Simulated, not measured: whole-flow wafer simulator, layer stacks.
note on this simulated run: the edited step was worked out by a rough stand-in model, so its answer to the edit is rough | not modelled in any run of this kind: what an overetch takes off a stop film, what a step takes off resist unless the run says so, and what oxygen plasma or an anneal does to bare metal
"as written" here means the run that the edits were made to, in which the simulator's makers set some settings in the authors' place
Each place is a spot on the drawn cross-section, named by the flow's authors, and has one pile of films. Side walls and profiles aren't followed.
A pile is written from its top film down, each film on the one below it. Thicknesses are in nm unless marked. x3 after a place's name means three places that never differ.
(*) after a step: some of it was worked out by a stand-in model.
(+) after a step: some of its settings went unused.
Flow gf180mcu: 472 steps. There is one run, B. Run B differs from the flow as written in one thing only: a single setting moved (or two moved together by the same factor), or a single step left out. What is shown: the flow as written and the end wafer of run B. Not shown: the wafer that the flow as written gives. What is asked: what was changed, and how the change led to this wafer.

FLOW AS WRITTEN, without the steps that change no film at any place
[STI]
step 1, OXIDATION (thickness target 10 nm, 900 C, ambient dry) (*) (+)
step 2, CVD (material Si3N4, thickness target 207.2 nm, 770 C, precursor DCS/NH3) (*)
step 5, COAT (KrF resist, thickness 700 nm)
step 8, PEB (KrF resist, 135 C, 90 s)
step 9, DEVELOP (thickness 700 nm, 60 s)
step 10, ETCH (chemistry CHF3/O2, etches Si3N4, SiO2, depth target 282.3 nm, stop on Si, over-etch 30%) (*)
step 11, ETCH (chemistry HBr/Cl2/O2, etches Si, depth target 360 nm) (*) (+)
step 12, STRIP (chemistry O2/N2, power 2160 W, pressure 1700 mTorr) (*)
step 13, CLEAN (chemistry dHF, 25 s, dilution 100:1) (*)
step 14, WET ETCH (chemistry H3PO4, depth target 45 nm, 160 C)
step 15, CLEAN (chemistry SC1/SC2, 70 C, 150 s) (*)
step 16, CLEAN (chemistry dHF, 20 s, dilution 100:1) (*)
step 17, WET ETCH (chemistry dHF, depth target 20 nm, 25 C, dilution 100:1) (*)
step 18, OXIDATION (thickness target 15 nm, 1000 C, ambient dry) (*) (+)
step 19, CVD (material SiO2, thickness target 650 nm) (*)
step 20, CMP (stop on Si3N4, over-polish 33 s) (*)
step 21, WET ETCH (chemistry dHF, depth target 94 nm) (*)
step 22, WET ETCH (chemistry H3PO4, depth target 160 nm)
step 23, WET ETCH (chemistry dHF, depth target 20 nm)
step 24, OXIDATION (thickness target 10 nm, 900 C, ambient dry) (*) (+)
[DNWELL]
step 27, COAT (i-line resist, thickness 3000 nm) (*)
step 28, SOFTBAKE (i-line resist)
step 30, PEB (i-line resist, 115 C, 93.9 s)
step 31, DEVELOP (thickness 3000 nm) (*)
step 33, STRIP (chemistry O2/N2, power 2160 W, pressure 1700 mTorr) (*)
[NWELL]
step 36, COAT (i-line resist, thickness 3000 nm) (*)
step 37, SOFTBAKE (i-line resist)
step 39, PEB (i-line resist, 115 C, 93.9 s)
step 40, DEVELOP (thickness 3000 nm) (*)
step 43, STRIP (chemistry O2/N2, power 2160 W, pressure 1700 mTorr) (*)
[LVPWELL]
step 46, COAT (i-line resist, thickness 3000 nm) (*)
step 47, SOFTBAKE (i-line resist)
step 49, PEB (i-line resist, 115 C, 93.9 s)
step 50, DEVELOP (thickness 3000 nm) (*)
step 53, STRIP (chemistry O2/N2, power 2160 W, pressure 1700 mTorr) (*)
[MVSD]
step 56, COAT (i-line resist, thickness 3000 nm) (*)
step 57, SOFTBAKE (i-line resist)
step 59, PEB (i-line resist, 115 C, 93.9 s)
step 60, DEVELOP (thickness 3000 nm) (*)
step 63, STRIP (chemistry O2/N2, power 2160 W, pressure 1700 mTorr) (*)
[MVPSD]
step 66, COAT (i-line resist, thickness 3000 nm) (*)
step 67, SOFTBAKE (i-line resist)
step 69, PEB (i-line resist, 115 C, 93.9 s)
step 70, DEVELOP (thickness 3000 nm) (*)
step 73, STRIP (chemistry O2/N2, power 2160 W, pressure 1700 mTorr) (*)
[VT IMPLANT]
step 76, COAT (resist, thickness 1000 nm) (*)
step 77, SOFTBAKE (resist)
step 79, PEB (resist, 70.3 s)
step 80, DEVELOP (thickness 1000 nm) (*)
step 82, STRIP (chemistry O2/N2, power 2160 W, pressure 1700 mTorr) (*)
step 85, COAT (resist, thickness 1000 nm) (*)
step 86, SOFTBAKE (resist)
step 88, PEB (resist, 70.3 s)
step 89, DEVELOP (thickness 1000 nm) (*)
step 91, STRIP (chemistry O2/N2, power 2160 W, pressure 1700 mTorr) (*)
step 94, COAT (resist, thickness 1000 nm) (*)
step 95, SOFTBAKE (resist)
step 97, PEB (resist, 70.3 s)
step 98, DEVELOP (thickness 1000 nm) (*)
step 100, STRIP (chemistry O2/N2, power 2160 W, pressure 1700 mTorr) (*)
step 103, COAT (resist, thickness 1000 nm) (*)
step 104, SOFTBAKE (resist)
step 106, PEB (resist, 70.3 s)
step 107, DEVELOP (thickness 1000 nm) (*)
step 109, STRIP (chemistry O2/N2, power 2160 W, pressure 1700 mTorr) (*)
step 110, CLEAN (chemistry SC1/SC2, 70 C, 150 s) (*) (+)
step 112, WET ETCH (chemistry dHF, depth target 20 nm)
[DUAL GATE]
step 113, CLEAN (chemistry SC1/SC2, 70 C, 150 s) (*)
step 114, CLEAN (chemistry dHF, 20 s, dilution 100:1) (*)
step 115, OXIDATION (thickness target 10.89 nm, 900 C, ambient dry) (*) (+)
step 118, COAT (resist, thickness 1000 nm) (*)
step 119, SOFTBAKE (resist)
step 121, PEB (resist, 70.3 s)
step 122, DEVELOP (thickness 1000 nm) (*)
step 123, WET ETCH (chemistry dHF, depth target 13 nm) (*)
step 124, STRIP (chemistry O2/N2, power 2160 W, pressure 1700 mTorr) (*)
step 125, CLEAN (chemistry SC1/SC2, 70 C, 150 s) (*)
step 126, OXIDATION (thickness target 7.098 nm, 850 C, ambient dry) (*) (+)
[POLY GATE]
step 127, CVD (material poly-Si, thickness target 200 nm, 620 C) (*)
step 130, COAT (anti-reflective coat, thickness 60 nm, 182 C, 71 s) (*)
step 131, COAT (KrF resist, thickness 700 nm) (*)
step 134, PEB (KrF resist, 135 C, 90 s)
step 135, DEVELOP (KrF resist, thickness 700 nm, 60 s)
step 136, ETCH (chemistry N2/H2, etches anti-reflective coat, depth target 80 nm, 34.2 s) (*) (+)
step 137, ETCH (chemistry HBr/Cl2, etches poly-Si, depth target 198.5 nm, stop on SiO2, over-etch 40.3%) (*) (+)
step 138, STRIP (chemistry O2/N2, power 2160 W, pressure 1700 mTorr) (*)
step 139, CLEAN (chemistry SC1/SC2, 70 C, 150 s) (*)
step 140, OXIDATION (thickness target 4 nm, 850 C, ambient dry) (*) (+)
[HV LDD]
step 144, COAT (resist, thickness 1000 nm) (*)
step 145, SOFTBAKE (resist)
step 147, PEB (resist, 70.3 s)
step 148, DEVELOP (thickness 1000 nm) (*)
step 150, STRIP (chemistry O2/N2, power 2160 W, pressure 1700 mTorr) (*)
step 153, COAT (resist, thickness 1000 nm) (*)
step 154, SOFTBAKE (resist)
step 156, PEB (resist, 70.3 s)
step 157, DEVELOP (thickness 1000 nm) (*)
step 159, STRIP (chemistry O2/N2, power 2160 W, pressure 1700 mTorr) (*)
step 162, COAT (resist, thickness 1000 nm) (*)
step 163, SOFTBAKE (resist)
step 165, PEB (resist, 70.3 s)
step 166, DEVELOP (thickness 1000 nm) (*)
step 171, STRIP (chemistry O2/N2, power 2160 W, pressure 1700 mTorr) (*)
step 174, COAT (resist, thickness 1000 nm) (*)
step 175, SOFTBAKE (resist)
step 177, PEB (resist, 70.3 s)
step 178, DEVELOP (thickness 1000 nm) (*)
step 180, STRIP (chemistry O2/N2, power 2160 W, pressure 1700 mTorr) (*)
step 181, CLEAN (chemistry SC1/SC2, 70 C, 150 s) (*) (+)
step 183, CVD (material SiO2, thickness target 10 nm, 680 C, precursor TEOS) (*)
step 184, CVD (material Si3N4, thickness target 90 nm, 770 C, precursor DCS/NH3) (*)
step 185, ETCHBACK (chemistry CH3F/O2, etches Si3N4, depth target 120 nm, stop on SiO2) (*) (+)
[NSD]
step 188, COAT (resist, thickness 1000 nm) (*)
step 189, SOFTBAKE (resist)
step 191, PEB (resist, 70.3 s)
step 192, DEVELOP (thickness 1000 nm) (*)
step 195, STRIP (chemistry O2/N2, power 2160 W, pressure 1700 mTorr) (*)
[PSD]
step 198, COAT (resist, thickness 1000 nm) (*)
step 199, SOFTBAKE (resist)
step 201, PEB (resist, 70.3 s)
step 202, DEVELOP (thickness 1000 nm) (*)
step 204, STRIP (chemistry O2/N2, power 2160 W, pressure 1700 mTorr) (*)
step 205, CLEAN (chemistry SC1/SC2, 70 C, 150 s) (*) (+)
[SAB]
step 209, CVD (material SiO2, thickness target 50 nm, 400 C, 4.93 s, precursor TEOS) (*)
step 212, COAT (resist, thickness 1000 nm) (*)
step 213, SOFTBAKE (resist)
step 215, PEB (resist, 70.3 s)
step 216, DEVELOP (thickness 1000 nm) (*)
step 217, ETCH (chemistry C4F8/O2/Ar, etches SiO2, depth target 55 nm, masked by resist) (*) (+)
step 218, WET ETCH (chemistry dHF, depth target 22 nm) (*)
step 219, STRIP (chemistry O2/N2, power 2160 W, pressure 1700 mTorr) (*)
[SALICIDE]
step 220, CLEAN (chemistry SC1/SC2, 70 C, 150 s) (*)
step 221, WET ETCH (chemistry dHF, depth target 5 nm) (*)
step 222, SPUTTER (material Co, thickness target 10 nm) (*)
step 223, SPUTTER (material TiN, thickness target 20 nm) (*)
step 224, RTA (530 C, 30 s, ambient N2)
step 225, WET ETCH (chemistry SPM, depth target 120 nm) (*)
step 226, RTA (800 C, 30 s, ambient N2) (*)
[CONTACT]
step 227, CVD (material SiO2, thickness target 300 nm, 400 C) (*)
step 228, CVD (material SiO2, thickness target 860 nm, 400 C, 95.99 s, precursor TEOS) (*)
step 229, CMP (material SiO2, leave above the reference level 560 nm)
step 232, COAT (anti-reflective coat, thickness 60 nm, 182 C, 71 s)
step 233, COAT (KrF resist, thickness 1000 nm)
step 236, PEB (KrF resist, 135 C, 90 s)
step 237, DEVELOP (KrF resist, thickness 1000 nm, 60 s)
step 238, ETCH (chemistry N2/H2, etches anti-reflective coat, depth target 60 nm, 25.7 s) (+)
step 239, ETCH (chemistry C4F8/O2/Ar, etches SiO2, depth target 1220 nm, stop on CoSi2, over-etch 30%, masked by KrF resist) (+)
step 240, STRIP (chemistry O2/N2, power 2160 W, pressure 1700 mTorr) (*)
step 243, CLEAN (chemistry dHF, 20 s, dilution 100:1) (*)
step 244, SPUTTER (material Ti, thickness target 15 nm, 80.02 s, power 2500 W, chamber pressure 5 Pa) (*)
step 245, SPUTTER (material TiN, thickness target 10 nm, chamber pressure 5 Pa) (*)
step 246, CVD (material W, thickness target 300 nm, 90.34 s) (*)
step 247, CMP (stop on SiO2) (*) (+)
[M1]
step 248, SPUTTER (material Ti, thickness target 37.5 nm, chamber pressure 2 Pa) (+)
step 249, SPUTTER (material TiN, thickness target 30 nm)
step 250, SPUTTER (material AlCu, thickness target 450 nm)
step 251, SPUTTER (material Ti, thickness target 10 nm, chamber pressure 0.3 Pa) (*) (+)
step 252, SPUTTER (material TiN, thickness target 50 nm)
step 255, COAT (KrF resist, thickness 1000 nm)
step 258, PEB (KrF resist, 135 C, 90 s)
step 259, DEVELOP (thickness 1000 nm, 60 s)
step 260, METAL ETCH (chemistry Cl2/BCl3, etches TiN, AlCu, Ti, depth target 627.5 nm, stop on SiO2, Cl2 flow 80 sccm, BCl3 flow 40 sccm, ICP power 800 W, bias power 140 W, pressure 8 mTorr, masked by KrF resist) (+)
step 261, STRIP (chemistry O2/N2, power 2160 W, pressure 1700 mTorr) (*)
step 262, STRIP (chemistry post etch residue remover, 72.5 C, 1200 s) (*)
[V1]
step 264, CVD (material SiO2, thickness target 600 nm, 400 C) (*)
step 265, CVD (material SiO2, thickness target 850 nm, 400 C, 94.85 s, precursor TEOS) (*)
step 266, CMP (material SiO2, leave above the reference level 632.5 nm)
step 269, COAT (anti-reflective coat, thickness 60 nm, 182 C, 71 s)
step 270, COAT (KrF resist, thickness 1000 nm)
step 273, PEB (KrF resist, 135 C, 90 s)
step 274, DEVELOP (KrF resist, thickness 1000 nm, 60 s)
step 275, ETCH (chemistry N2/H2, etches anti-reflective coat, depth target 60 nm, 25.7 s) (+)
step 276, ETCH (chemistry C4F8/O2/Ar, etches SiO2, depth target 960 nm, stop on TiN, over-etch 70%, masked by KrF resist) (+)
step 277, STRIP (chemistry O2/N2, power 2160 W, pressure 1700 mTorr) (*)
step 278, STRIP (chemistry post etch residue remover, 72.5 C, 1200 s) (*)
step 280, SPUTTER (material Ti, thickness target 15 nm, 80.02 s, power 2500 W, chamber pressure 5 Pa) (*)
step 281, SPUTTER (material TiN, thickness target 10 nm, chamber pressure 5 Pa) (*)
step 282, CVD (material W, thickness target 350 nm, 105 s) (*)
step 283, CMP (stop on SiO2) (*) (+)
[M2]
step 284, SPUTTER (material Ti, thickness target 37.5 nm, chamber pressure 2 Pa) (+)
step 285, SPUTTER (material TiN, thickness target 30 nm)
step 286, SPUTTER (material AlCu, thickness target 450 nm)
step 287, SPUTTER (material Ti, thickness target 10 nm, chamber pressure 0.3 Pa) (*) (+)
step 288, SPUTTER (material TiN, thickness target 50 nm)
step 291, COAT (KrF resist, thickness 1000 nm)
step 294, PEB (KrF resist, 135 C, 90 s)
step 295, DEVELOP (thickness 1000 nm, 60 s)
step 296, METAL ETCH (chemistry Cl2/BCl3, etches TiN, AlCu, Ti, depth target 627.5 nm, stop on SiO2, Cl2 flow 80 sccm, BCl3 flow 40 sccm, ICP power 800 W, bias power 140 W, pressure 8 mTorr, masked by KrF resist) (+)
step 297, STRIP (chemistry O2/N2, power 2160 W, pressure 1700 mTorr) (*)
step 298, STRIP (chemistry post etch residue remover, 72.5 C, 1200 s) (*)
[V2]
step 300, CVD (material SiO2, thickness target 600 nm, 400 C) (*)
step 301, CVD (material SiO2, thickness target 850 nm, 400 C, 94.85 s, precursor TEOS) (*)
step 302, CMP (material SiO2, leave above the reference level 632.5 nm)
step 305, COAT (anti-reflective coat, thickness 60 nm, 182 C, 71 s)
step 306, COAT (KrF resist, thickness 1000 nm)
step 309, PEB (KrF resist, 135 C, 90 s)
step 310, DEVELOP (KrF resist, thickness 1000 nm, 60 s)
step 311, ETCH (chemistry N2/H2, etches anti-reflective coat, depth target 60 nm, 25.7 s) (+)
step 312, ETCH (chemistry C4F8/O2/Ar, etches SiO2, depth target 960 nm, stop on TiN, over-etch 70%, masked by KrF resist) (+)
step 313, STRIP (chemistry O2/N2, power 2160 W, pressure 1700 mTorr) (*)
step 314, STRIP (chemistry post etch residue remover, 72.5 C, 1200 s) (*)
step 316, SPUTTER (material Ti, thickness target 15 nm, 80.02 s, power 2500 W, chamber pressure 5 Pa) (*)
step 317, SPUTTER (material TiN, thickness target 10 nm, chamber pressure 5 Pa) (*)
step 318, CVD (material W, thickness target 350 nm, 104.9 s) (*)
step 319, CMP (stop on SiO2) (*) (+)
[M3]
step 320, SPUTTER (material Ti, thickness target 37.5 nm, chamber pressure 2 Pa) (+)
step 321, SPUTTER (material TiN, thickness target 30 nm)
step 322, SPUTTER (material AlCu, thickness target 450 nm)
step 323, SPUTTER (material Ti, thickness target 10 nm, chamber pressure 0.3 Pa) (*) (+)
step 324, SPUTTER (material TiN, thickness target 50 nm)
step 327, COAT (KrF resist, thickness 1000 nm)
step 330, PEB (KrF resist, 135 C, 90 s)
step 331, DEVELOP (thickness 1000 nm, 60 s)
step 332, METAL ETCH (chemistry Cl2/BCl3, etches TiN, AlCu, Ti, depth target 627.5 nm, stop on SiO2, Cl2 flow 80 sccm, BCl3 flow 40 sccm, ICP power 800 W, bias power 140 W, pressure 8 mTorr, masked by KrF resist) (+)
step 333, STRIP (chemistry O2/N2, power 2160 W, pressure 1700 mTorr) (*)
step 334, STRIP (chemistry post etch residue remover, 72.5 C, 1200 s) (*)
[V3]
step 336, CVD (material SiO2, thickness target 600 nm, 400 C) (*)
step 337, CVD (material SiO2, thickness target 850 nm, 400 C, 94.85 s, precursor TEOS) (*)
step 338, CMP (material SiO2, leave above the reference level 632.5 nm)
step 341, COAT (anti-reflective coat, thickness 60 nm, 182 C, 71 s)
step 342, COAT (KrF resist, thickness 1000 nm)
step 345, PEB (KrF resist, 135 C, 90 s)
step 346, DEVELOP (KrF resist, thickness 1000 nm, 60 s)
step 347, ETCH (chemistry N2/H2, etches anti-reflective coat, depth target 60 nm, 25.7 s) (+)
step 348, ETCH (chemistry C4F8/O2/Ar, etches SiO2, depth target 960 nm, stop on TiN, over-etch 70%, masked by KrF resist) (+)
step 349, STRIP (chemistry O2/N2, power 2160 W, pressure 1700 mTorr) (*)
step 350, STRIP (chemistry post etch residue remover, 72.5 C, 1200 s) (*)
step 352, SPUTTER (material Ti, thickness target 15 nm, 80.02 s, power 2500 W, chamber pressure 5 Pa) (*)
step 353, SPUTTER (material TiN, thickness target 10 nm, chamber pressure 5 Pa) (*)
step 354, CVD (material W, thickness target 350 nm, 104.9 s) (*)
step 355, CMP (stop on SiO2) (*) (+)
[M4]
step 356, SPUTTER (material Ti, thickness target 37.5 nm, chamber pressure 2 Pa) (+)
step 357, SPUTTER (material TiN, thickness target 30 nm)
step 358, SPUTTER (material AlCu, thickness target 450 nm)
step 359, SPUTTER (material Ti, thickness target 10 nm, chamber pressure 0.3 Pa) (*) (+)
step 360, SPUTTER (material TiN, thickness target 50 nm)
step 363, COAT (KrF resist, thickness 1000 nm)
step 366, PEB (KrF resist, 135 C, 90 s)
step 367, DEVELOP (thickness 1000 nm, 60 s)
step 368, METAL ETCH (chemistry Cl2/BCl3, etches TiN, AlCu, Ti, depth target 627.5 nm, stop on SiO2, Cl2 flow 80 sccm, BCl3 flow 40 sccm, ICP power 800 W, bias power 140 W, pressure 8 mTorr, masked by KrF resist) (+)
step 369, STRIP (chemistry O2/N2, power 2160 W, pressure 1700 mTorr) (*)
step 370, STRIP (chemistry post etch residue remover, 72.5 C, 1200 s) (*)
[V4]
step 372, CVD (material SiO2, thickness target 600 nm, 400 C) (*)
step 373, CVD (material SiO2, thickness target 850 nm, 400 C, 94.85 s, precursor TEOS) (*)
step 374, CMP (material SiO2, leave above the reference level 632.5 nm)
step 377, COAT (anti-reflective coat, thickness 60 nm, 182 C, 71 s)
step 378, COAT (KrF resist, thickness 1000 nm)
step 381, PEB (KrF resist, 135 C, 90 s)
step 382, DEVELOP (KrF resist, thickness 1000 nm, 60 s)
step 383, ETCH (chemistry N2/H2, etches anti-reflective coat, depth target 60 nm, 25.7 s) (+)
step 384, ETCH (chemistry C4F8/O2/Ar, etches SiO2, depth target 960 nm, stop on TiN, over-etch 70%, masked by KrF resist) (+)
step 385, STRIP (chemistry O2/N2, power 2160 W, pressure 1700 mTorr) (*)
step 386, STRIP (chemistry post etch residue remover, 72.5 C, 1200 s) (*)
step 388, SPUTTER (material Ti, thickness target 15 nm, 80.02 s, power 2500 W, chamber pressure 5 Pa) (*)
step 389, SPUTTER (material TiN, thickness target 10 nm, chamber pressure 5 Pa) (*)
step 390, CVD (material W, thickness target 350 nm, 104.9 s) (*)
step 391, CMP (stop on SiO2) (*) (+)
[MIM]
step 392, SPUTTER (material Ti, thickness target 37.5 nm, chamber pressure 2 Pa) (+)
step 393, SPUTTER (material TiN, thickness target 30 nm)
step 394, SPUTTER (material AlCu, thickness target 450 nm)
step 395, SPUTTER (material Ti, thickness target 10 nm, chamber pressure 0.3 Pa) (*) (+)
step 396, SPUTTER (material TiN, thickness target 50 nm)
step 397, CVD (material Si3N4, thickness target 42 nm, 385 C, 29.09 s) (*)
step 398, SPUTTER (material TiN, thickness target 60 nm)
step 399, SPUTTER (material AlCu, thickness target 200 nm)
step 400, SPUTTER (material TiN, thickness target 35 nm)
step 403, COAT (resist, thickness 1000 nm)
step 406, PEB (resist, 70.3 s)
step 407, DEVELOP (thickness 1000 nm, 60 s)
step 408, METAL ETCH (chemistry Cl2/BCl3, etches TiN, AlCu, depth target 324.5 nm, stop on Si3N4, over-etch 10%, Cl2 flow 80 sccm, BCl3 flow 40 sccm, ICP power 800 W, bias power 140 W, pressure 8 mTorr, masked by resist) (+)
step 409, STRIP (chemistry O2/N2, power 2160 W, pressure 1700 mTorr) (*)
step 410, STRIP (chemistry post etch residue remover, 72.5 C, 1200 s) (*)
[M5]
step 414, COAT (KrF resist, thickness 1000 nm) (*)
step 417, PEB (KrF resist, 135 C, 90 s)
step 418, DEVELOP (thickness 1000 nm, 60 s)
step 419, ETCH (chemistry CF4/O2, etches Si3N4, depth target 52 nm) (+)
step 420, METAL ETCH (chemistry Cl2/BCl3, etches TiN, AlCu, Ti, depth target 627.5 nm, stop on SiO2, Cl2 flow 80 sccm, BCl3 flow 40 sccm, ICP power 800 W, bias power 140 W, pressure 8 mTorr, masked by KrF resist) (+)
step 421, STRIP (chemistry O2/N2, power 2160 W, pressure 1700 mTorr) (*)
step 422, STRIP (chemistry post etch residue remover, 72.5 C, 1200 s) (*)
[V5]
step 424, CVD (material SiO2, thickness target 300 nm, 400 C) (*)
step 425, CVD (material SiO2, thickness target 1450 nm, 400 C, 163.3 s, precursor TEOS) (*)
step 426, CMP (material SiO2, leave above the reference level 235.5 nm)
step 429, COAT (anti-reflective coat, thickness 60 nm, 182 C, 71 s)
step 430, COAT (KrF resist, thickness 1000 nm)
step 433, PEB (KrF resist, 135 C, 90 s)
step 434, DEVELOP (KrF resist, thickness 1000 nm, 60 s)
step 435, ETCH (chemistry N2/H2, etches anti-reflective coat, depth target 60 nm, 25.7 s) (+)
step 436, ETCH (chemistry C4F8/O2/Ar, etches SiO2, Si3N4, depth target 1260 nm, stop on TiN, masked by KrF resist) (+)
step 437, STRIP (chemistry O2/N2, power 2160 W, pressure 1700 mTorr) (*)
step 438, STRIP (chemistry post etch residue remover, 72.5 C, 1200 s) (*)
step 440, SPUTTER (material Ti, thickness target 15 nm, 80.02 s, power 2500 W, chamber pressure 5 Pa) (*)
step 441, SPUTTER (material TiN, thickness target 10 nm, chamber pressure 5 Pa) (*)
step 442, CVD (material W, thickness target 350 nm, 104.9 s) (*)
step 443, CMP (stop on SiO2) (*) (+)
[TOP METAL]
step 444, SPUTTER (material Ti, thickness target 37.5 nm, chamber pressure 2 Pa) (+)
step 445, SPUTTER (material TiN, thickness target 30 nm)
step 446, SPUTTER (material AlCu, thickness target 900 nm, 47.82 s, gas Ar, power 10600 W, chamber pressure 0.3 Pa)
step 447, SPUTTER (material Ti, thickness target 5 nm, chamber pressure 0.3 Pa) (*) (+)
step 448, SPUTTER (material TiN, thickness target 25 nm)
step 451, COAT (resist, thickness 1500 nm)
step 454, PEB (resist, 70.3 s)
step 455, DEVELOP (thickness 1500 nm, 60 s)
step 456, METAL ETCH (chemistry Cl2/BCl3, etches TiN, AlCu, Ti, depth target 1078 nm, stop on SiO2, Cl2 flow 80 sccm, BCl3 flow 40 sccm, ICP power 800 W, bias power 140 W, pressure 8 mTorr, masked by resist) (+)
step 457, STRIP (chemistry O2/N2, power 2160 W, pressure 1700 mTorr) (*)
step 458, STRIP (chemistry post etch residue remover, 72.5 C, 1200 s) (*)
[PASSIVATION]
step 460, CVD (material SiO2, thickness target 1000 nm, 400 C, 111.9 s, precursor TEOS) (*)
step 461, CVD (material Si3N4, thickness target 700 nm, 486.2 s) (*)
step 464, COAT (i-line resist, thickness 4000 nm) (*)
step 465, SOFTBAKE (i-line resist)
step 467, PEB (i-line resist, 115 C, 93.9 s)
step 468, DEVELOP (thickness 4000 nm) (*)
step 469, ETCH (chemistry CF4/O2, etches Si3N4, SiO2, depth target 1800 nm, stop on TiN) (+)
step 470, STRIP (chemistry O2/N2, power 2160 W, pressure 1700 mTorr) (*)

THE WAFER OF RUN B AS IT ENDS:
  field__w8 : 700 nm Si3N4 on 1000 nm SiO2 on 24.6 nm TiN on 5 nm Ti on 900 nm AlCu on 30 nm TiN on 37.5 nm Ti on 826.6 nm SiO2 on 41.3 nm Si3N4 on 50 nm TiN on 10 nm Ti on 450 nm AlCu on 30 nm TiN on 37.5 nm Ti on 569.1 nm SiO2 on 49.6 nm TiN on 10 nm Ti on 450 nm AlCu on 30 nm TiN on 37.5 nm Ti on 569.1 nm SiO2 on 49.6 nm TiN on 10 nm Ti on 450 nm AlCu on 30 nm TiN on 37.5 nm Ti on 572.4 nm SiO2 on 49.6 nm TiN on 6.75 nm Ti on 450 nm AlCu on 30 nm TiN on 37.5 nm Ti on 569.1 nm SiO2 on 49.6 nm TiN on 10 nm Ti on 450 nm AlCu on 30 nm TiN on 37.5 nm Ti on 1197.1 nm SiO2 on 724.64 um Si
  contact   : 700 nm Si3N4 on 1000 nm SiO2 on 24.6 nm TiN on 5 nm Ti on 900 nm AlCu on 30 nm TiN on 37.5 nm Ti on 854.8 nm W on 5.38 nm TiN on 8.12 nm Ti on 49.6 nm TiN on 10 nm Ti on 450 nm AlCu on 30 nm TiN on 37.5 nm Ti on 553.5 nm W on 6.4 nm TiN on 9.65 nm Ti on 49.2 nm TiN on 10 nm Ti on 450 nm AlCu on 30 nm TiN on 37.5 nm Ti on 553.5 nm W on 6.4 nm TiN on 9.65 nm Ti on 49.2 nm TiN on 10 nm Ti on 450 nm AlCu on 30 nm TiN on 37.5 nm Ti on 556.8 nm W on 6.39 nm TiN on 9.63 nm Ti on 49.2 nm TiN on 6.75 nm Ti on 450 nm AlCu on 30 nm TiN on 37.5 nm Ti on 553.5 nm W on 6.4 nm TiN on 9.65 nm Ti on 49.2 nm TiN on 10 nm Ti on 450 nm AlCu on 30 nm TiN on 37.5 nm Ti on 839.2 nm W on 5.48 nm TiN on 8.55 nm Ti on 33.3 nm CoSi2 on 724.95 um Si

The reason: step 287, SPUTTER: thickness target 6.75 nm was run, though the flow has thickness target 10 nm.
The wafer itself shows it: field__w8 has Ti 6.75, and step 287 as written asks for 10 nm.

The path from the change to this, step by step:
  step 287, SPUTTER (material Ti, thickness target 10 nm, chamber pressure 0.3 Pa) (*) (+)
      field, field__w1, field__w2 and 108 more: Ti gains 6.75 (new film) (in the flow as written it would be: Ti gains 10 (new film))
  step 296, METAL ETCH (chemistry Cl2/BCl3, etches TiN, AlCu, Ti, depth target 627.5 nm, stop on SiO2, Cl2 flow 80 sccm, BCl3 flow 40 sccm, ICP power 800 W, bias power 140 W, pressure 8 mTorr, masked by KrF resist) (+)
      field, field__w1, field__w2 and 103 more: TiN loses 50 (all of it), Ti loses 6.75 (all of it), AlCu loses 450 (all of it), TiN loses 30 (all of it), Ti loses 37.5 (all of it) (in the flow as written it would be: TiN loses 50 (all of it), Ti loses 10 (all of it), AlCu loses 450 (all of it), TiN loses 30 (all of it), Ti loses 37.5 (all of it))
